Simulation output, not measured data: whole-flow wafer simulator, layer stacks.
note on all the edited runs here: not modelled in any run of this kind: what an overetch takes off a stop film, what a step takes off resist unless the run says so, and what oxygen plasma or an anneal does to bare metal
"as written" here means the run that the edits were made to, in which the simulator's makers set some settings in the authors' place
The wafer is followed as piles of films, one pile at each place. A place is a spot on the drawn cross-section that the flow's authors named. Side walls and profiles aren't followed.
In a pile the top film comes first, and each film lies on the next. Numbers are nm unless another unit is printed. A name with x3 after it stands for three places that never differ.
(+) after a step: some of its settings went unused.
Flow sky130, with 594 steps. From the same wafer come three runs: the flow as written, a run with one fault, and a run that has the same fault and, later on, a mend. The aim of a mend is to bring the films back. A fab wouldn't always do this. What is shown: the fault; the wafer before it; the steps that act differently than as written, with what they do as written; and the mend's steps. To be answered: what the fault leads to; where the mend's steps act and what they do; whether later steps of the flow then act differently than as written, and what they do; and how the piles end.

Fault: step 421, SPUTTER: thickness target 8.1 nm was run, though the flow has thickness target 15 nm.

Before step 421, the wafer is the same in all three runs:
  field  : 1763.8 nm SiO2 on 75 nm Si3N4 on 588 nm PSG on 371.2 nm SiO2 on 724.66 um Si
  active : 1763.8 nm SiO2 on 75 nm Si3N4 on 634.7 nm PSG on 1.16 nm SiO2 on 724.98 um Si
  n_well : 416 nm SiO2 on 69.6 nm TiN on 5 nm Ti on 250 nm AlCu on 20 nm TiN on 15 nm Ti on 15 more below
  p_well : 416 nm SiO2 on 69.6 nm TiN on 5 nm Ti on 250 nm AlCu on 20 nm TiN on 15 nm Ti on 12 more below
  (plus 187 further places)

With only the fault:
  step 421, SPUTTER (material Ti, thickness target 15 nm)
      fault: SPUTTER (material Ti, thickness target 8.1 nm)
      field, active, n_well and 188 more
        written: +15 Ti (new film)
        fault: +8.1 Ti (new film)
  Later steps of the flow acting differently than as written (15 more steps, not shown, differ only slightly: by at most 2% or 0.5 nm, whichever is larger):
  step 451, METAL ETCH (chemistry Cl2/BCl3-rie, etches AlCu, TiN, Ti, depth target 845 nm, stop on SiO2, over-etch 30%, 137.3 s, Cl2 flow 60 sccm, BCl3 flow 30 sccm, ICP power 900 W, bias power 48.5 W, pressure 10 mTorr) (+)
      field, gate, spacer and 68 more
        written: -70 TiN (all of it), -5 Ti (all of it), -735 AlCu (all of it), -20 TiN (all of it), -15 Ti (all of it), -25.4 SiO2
        fault: -70 TiN (all of it), -5 Ti (all of it), -735 AlCu (all of it), -20 TiN (all of it), -8.1 Ti (all of it), -26 SiO2
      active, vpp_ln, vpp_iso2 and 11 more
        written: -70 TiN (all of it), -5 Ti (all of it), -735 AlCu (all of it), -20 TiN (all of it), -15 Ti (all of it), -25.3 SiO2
        fault: -70 TiN (all of it), -5 Ti (all of it), -735 AlCu (all of it), -20 TiN (all of it), -8.1 Ti (all of it), -26 SiO2
  The piles end different from the flow's at n_well, p_well, gate_hv and 104 more by more than 2% or 0.5 nm, whichever is larger.
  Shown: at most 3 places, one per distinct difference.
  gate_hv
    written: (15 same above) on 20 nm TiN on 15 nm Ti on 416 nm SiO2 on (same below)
    fault: (15 same above) on 20 nm TiN on 8.1 nm Ti on 416 nm SiO2 on (same below)
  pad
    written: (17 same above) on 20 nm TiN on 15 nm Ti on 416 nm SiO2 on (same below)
    fault: (17 same above) on 20 nm TiN on 8.1 nm Ti on 416 nm SiO2 on (same below)
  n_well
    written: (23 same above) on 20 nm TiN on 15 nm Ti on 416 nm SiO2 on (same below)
    fault: (23 same above) on 20 nm TiN on 8.1 nm Ti on 416 nm SiO2 on (same below)

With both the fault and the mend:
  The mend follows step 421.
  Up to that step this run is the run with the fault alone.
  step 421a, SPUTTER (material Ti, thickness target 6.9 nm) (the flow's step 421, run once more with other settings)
      field, active, n_well and 188 more
        +6.9 Ti
  None of the later steps of the flow acts differently than as written at any place that is followed.
  The piles end the same as the flow's at every place that both follow.
